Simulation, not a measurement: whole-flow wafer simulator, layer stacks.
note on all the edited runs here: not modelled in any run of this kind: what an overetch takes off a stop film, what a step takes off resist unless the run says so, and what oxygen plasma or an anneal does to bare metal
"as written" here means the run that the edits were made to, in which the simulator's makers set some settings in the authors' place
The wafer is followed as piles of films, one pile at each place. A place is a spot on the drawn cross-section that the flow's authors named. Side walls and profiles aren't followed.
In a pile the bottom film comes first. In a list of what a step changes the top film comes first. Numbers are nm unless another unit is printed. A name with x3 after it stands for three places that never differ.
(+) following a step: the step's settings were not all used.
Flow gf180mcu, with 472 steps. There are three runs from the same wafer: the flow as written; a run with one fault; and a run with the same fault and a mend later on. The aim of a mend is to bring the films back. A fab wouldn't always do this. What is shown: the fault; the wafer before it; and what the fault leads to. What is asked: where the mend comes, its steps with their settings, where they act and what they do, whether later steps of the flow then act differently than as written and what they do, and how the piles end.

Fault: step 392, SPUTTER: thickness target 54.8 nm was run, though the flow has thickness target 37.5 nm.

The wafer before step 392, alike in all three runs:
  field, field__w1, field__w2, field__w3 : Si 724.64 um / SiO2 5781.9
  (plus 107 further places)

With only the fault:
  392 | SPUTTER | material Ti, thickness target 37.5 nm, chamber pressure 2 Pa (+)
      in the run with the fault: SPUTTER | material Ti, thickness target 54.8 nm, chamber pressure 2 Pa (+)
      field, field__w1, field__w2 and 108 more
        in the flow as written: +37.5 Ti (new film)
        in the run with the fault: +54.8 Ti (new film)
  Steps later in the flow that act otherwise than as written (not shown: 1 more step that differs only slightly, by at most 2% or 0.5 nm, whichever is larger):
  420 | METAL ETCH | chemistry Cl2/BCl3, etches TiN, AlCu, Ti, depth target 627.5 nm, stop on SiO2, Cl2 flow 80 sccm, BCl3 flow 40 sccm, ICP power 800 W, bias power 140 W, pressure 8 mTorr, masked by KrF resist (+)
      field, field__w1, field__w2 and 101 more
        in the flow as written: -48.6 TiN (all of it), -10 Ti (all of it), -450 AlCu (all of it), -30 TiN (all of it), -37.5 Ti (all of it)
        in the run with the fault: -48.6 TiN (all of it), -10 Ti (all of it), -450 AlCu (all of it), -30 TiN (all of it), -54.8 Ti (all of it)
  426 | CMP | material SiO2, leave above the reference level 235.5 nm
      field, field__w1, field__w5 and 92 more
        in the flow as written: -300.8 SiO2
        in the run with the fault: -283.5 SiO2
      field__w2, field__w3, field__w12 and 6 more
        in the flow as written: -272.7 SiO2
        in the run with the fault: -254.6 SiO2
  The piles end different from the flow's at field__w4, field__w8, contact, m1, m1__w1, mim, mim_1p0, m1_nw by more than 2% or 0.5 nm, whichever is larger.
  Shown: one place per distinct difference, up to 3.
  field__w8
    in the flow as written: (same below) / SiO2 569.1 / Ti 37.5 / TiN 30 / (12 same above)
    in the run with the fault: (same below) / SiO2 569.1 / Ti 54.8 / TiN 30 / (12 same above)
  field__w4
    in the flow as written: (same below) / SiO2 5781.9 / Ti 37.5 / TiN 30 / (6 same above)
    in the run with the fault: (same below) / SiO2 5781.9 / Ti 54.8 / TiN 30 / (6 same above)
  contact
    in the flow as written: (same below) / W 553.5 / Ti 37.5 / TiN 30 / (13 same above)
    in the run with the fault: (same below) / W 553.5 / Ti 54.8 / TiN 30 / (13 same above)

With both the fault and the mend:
  The mend follows step 392.
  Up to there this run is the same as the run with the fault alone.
  392a | METAL ETCH | chemistry Cl2/BCl3, etches TiN, AlCu, Ti, depth target 17.3 nm, Cl2 flow 80 sccm, BCl3 flow 40 sccm, ICP power 800 W, bias power 140 W, pressure 8 mTorr (a further turn of the flow's step 260, with different settings)
      field, field__w1, field__w2 and 108 more
        -17.3 Ti
  Later steps of the flow that are run all act as written at every place that is followed.
  The piles end the same as the flow's at every place that both follow.
